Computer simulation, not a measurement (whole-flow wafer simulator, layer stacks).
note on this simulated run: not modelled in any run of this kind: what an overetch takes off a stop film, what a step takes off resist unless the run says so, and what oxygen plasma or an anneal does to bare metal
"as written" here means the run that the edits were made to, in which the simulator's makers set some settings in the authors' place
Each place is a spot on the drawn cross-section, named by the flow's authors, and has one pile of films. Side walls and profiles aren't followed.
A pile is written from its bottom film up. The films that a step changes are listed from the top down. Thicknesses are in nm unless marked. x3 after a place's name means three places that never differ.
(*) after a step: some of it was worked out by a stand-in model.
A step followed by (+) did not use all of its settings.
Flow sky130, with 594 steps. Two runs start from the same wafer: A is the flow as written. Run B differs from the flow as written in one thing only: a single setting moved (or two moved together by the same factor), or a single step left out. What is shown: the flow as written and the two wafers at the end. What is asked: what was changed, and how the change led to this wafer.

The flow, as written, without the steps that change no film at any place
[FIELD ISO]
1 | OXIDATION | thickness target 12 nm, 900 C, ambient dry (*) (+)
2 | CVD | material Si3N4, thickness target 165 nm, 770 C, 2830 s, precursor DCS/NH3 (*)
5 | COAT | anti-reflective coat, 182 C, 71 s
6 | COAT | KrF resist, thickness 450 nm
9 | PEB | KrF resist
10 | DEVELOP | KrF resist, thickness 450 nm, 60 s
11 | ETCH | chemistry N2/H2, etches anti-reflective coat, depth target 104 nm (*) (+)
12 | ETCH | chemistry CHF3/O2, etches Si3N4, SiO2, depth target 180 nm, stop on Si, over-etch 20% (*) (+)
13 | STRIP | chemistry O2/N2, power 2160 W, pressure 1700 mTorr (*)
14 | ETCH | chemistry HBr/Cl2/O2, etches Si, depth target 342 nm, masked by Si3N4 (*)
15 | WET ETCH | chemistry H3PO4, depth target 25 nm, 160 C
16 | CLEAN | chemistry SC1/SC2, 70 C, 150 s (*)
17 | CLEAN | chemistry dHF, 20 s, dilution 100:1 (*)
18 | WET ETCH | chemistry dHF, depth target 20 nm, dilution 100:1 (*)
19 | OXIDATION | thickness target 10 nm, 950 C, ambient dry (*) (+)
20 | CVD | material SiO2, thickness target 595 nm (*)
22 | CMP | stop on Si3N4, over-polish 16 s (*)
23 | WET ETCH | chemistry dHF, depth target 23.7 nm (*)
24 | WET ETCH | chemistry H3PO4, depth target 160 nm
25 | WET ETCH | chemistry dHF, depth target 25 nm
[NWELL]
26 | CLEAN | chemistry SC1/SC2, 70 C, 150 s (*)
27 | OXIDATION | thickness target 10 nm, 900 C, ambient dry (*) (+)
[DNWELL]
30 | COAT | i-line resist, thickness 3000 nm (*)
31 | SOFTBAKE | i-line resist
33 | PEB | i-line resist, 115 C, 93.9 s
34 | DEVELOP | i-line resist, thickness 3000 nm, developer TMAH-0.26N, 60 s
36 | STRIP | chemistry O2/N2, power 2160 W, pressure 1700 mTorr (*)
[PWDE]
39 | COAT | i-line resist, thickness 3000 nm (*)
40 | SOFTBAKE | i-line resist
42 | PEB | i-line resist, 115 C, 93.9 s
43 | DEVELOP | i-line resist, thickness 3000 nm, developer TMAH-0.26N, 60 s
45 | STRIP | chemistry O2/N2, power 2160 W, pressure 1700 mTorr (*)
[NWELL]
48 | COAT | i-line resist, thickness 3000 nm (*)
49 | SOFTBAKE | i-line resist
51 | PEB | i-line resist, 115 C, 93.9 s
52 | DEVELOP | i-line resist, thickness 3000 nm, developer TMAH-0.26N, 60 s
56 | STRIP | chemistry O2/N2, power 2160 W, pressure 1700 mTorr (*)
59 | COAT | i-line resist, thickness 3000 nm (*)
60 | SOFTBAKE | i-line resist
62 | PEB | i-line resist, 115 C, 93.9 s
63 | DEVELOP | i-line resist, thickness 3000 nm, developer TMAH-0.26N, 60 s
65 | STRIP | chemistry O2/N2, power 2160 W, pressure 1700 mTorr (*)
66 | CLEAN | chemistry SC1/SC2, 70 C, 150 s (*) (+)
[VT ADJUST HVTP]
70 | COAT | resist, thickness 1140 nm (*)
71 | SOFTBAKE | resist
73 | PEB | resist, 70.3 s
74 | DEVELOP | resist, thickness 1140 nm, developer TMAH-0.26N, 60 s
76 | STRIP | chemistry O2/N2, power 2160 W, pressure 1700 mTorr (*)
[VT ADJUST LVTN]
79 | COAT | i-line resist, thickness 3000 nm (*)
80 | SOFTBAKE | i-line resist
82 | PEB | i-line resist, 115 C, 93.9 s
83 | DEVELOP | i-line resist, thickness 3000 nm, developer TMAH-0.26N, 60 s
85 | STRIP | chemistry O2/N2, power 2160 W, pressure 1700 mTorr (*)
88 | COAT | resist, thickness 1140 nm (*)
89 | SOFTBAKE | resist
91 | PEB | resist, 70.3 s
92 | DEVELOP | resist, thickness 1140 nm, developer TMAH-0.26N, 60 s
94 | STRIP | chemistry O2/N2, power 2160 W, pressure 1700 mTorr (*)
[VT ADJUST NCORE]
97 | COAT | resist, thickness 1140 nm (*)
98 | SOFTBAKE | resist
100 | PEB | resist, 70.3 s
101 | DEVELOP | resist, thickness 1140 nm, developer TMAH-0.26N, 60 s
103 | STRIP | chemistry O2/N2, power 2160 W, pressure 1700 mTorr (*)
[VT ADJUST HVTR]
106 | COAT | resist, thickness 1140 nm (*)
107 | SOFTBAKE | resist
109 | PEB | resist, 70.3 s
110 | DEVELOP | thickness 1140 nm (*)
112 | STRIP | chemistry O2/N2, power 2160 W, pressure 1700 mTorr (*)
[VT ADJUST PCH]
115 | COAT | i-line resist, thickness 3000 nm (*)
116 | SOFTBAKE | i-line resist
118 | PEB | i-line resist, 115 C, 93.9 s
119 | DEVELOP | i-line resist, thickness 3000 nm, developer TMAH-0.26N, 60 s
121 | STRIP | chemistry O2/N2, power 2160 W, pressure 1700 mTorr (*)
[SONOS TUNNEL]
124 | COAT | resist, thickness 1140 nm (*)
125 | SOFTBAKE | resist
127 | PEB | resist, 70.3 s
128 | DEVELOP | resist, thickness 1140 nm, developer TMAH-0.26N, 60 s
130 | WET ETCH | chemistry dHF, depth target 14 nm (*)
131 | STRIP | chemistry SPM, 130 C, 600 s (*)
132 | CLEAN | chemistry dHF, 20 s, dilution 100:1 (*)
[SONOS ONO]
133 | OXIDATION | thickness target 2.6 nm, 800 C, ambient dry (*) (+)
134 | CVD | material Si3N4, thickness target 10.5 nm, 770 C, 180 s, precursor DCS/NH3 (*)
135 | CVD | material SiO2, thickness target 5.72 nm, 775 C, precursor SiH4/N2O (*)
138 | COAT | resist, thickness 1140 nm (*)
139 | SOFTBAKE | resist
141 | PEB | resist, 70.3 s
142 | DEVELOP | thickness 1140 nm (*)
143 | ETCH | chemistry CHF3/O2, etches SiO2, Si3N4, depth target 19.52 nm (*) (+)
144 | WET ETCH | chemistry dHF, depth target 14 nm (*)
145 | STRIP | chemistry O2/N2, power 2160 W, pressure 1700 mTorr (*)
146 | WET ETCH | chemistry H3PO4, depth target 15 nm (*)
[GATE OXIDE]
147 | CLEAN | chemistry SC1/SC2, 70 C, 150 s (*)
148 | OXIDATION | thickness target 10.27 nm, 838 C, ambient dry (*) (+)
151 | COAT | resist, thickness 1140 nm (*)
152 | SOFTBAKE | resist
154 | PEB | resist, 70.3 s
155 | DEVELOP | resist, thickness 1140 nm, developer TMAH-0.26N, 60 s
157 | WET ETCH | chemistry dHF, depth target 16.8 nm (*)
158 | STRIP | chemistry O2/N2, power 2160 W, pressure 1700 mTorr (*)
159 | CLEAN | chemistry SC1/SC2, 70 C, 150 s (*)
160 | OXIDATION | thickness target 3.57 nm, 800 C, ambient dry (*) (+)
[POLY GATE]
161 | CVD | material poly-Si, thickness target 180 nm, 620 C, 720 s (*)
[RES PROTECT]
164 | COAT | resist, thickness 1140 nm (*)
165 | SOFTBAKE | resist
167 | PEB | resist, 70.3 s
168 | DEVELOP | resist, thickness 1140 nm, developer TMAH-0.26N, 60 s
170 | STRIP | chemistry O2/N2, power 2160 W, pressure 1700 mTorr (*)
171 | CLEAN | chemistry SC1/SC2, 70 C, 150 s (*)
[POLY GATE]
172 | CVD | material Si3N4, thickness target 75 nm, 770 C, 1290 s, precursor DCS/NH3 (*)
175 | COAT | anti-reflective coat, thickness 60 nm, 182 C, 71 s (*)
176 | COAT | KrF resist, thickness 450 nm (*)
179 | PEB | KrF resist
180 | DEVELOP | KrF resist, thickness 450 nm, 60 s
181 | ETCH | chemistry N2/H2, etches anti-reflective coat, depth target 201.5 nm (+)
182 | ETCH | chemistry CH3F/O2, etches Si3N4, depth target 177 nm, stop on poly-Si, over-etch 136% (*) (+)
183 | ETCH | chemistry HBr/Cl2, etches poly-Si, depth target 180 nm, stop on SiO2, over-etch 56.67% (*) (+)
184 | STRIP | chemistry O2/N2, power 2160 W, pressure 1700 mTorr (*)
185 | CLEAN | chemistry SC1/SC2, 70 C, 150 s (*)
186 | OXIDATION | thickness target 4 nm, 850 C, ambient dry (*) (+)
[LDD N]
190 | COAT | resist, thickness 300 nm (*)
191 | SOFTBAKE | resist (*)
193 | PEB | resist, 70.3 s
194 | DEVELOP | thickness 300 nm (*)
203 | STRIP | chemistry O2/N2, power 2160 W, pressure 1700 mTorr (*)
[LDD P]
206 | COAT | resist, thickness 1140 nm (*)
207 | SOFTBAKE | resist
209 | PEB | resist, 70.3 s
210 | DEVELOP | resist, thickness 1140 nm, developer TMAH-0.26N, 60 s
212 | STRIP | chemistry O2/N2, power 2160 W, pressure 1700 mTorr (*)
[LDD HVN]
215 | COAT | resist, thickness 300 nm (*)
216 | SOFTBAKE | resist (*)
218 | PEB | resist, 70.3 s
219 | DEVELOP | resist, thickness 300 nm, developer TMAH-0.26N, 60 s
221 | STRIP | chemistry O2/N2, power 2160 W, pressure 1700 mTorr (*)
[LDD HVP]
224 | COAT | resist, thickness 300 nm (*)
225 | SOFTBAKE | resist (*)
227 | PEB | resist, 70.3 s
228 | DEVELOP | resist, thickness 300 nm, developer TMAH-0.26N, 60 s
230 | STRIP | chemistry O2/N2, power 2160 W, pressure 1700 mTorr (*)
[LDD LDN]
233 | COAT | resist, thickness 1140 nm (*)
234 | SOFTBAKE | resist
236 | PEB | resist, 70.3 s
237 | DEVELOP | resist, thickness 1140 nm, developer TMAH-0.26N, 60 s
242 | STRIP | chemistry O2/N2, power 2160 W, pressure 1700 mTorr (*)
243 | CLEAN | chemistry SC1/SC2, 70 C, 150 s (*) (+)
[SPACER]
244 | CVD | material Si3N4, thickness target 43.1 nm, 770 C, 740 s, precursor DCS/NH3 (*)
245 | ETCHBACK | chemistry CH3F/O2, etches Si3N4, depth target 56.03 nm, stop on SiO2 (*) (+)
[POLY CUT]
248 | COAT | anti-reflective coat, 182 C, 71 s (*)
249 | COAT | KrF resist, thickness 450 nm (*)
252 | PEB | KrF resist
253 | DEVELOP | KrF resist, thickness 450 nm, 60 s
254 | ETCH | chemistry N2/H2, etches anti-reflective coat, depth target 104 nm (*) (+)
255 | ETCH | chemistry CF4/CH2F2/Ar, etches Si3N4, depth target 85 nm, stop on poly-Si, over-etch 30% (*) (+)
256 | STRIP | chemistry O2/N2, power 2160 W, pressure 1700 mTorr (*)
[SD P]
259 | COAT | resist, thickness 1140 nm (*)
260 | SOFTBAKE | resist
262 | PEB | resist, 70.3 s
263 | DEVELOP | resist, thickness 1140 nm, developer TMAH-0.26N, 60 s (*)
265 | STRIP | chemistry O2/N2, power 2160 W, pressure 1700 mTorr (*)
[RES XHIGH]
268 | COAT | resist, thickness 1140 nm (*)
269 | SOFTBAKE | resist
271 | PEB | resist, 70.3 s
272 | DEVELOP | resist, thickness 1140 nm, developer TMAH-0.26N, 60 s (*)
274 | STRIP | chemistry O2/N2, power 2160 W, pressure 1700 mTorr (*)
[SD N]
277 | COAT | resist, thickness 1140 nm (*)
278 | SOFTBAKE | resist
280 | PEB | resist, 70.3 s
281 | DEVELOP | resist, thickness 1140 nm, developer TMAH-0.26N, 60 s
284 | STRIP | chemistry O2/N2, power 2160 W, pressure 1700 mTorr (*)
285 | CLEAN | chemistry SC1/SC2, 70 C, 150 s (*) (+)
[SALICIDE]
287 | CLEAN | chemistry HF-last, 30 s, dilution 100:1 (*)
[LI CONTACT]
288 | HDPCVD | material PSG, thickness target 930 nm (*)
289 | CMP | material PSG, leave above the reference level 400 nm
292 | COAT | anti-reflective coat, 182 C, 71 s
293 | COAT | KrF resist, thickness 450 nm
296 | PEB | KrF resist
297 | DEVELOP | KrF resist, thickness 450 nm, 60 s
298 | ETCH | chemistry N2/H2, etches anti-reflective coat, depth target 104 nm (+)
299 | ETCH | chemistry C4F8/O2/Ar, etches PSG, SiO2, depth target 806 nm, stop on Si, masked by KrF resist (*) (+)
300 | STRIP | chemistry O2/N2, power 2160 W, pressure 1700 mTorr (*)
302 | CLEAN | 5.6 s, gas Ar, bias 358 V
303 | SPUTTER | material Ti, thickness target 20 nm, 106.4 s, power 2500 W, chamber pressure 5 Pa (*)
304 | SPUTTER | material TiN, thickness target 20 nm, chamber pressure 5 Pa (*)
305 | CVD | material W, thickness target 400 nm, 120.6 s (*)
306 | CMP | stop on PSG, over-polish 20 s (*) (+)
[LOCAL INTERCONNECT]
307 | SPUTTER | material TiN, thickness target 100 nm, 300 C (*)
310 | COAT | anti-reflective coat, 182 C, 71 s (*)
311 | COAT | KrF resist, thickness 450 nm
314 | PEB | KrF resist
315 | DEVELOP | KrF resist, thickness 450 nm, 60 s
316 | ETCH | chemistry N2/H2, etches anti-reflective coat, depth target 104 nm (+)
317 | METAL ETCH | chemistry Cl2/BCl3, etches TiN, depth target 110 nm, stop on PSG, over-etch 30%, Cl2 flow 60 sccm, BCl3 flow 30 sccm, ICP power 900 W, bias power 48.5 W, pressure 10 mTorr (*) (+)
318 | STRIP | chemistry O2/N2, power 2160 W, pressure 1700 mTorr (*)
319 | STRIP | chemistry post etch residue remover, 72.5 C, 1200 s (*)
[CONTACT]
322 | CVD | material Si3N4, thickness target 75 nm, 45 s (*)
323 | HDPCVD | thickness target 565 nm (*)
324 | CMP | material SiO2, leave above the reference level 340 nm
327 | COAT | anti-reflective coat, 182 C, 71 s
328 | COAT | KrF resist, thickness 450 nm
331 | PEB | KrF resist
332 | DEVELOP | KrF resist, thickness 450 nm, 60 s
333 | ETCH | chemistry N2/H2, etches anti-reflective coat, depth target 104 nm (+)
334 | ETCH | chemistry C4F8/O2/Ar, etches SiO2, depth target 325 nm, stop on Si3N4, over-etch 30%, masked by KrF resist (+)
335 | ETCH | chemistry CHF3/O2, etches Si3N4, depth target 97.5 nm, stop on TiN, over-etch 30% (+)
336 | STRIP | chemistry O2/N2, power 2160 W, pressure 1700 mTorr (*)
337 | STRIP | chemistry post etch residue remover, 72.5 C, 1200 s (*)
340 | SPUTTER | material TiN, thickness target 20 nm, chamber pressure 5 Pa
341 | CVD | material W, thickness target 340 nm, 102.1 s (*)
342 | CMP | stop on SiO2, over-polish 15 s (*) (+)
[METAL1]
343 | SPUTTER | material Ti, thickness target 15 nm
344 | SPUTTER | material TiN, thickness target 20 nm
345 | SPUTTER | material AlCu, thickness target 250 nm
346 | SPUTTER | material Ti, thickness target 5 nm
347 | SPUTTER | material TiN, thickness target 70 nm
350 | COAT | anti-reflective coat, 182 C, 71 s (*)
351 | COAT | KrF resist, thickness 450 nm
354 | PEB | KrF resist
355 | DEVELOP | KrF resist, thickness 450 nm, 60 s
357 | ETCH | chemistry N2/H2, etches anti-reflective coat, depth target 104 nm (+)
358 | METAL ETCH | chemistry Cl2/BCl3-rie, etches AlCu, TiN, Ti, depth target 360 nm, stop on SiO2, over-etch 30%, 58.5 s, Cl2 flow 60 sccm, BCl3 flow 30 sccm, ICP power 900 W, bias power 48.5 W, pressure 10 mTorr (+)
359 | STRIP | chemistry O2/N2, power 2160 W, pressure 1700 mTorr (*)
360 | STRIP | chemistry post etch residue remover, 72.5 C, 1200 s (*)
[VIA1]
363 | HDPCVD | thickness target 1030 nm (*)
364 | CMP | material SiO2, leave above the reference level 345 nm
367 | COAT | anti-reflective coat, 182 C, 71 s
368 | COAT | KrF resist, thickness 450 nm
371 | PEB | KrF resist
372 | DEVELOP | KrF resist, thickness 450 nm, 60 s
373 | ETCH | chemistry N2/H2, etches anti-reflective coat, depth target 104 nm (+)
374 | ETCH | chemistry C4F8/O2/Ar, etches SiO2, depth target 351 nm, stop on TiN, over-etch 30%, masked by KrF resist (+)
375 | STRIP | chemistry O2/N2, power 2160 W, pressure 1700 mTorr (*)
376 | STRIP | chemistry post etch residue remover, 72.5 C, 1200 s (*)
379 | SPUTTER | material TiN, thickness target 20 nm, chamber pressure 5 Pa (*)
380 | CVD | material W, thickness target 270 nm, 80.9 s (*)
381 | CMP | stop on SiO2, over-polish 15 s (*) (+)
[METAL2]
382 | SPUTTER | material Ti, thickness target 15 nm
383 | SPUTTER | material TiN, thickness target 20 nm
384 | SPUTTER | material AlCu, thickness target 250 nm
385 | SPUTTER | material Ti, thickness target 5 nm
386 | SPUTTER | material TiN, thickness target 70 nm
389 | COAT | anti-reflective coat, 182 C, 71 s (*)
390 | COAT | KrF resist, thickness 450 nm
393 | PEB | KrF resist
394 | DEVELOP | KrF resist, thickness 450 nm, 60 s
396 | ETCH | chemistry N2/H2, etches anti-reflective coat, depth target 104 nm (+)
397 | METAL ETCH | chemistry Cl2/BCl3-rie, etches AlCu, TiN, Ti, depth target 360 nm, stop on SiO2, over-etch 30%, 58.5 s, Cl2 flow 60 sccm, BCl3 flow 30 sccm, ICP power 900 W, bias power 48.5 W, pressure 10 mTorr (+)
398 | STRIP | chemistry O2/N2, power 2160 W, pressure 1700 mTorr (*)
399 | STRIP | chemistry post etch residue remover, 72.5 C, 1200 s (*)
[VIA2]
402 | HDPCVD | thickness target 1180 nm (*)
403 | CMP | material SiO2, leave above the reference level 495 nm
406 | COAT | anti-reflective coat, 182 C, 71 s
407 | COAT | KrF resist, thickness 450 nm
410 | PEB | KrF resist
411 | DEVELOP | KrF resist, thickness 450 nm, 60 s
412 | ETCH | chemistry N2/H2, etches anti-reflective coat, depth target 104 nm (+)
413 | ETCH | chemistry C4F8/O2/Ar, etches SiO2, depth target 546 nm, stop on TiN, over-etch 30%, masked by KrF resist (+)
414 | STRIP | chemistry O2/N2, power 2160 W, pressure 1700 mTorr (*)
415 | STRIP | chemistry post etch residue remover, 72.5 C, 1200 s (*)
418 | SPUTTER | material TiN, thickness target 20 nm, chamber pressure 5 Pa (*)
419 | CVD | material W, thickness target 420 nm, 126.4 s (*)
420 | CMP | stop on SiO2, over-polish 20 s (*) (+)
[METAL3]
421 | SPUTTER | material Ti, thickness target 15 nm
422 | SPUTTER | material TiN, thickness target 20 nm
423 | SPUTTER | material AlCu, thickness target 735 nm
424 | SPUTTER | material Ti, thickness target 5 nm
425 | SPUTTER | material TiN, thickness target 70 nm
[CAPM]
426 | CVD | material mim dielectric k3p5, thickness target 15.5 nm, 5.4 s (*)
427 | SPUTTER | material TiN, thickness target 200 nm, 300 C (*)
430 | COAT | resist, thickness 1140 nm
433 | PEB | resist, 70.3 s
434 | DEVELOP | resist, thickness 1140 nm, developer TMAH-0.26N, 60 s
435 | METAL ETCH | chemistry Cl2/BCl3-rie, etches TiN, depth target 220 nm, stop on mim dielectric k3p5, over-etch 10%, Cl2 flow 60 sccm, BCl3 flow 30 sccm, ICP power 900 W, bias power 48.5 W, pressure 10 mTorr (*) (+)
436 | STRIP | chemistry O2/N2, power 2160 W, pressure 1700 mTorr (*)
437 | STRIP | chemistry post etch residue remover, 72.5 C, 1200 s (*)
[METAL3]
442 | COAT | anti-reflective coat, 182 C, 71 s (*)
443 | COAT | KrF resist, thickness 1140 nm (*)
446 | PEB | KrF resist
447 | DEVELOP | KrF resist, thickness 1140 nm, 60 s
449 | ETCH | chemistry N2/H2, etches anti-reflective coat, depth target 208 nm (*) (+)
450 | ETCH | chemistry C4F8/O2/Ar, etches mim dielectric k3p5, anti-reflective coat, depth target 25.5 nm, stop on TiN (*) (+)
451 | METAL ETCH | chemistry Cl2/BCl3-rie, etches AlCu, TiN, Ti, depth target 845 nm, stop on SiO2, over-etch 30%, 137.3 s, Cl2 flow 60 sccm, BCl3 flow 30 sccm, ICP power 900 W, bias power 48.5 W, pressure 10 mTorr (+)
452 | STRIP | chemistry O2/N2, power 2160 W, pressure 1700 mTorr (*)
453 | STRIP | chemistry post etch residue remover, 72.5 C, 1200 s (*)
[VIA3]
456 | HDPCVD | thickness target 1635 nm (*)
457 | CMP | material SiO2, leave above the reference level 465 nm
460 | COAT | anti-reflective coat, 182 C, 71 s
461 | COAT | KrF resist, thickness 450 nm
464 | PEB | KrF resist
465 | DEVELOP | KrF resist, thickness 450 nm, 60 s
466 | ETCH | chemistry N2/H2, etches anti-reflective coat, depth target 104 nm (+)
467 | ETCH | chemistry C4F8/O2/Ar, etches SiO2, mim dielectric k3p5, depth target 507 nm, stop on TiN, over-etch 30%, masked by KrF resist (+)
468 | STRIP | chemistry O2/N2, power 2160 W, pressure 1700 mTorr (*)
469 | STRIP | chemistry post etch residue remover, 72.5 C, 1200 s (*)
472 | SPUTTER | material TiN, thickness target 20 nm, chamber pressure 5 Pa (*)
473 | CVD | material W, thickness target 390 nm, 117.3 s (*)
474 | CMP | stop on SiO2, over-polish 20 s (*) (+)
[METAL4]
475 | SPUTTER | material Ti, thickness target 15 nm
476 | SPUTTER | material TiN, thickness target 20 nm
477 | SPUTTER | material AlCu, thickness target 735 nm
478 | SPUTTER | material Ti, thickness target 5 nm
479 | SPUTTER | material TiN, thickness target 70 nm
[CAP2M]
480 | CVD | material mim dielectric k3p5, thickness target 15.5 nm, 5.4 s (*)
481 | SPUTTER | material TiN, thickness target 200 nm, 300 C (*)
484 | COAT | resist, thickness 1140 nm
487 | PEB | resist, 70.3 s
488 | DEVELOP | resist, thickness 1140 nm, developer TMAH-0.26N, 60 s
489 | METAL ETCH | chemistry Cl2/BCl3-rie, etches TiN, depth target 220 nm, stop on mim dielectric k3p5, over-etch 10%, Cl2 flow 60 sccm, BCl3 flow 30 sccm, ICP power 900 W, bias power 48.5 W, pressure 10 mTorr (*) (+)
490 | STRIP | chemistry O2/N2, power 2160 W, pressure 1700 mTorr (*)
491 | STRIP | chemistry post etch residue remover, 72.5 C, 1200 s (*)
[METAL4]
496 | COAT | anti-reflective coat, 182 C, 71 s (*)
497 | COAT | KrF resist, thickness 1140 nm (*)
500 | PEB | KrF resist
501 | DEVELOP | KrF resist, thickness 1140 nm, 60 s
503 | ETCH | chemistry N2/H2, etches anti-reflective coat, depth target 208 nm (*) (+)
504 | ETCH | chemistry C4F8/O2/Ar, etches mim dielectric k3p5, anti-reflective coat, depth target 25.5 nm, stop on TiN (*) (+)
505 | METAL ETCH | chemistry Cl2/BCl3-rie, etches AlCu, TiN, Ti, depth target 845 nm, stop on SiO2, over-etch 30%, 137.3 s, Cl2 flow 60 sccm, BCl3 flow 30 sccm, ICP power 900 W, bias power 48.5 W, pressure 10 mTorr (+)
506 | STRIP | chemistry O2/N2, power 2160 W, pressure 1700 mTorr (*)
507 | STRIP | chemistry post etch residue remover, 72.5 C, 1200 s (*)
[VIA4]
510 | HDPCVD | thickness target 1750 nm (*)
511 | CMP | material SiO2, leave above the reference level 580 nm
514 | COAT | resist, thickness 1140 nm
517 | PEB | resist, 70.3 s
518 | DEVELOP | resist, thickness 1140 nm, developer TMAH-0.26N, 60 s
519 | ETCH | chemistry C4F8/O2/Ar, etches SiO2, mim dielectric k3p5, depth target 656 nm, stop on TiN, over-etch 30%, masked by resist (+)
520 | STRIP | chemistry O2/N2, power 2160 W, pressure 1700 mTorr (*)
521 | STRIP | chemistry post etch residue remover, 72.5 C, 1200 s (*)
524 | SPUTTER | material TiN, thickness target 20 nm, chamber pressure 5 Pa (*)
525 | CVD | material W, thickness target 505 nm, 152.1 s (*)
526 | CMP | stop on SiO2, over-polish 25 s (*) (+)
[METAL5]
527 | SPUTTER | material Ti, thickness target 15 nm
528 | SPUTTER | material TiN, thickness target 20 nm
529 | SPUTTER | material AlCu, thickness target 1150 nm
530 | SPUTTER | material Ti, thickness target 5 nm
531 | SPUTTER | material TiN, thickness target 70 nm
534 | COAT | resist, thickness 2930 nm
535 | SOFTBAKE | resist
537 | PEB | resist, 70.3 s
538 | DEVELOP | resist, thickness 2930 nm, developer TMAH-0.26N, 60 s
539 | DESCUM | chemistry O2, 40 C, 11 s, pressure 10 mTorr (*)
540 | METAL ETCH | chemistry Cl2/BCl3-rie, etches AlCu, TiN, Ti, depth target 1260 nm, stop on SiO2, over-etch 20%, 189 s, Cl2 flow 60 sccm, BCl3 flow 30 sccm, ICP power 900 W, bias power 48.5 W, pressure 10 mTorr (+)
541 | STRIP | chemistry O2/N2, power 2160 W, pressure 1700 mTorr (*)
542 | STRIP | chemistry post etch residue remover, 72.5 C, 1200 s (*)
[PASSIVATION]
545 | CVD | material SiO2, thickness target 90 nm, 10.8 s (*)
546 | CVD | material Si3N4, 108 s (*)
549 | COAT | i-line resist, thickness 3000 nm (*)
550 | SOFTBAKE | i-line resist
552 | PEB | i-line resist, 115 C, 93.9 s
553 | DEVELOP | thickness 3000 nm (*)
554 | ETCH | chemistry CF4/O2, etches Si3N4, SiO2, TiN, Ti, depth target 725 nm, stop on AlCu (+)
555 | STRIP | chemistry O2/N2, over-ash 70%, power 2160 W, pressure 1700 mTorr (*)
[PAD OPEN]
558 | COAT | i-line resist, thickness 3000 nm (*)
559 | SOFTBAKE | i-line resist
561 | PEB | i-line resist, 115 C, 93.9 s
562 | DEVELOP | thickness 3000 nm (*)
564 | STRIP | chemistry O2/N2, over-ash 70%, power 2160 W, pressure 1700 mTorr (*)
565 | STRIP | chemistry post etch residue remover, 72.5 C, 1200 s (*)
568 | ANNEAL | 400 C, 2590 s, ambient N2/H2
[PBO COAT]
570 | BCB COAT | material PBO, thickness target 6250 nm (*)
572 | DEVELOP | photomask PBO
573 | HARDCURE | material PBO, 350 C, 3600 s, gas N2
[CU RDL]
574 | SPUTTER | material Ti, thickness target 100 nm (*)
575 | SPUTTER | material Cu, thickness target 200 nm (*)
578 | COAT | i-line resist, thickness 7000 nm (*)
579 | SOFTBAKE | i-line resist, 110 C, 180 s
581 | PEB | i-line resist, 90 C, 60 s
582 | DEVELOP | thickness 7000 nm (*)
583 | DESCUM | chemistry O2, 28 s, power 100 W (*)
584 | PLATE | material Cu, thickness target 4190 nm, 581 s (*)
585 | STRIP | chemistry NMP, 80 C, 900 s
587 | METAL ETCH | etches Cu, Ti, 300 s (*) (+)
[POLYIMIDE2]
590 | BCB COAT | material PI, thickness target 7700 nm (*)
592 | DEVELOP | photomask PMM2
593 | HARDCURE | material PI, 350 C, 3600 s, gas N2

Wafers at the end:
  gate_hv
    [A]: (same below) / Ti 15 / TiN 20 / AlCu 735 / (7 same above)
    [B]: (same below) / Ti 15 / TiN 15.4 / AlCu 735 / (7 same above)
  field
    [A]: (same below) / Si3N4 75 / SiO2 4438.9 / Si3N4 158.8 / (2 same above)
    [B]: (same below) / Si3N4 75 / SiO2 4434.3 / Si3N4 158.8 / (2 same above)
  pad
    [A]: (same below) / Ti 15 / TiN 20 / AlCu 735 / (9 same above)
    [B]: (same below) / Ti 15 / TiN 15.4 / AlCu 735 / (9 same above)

What caused this: step 476, SPUTTER: thickness target 15.4 nm was run, while the flow as written has thickness target 20 nm.
The wafer lets one read it off: gate_hv has TiN 15.4, and step 476 as written asks for 20 nm.

Step by step, how the change led to this:
  476 | SPUTTER | material TiN, thickness target 20 nm
      field, active, n_well and 189 more: A TiN gains 20 (new film) | B TiN gains 15.4 (new film)
  505 | METAL ETCH | chemistry Cl2/BCl3-rie, etches AlCu, TiN, Ti, depth target 845 nm, stop on SiO2, over-etch 30%, 137.3 s, Cl2 flow 60 sccm, BCl3 flow 30 sccm, ICP power 900 W, bias power 48.5 W, pressure 10 mTorr (+)
      field, gate, spacer and 68 more: A TiN loses 70 (all of it), Ti loses 5 (all of it), AlCu loses 735 (all of it), TiN loses 20 (all of it), Ti loses 15 (all of it), SiO2 loses 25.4 | B TiN loses 70 (all of it), Ti loses 5 (all of it), AlCu loses 735 (all of it), TiN loses 15.4 (all of it), Ti loses 15 (all of it), SiO2 loses 25.8
      active, vpp_iso1, mim_edge_plate and 14 more: A TiN loses 70 (all of it), Ti loses 5 (all of it), AlCu loses 735 (all of it), TiN loses 20 (all of it), Ti loses 15 (all of it), SiO2 loses 25.3 | B TiN loses 70 (all of it), Ti loses 5 (all of it), AlCu loses 735 (all of it), TiN loses 15.4 (all of it), Ti loses 15 (all of it), SiO2 loses 25.8
